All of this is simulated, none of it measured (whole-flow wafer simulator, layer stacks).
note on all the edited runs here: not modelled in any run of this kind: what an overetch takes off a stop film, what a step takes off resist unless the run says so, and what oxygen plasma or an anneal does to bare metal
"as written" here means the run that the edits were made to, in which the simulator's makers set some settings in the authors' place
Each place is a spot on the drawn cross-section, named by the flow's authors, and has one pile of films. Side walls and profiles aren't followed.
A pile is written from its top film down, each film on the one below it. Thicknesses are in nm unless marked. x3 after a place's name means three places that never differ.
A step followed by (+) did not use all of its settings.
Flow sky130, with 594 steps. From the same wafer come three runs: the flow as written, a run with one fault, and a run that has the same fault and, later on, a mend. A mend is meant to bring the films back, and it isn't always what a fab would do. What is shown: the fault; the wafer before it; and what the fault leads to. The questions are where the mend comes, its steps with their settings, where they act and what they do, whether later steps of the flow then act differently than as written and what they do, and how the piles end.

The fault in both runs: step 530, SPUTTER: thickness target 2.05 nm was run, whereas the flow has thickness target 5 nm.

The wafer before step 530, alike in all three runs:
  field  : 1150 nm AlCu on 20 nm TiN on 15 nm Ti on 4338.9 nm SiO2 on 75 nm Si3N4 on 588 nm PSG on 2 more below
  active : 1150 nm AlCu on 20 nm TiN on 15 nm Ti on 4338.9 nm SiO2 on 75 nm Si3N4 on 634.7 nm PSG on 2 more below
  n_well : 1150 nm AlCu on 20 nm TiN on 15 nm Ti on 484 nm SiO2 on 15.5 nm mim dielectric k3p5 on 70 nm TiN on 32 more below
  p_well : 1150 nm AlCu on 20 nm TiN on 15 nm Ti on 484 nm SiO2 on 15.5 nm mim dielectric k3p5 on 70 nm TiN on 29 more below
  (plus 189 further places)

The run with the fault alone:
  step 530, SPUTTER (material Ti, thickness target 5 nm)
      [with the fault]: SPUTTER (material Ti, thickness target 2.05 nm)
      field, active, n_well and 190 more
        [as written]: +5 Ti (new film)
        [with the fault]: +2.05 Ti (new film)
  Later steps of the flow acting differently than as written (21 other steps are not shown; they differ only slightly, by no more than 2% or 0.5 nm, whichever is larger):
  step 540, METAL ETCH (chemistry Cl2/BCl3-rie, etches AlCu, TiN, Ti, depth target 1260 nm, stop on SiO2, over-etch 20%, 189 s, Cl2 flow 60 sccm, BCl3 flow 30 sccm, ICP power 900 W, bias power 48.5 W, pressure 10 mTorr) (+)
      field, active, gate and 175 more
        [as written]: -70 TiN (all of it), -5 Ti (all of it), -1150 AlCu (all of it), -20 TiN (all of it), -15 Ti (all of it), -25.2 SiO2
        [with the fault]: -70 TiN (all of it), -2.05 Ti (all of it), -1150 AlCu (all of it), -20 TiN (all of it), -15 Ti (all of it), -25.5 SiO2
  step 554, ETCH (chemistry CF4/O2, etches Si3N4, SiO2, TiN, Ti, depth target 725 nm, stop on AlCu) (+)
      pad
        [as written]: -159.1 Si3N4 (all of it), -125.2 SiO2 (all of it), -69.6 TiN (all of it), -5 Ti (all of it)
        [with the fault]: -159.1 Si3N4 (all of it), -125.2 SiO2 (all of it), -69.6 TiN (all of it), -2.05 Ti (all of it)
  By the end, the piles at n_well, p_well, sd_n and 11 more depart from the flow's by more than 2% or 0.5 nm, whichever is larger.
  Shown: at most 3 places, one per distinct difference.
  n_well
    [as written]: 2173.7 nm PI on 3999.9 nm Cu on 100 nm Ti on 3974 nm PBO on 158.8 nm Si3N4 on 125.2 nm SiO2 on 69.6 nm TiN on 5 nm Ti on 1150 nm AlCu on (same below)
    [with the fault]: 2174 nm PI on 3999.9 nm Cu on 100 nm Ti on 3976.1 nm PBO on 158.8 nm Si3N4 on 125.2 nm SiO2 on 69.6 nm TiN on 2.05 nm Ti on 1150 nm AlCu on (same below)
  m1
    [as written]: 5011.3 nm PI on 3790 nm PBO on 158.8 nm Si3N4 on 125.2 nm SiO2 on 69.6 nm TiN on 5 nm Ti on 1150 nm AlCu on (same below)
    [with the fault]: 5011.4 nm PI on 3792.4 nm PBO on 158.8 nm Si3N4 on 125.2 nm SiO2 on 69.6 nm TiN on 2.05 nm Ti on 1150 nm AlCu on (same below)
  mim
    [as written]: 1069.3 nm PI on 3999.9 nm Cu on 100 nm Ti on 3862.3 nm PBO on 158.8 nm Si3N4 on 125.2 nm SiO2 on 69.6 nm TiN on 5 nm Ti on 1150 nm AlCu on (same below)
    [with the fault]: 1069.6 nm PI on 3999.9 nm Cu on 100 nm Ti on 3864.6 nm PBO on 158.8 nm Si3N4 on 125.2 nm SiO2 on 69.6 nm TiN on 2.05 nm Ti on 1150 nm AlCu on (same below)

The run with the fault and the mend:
  After step 530 comes the mend.
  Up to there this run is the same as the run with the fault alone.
  step 530a, SPUTTER (material Ti, thickness target 2.95 nm) (the flow's step 530 again, with other settings)
      field, active, n_well and 190 more
        +2.95 Ti
  Every later step of the flow that is run acts as written at every place that is followed.
  At every place that both follow, the piles at the end match the flow's.
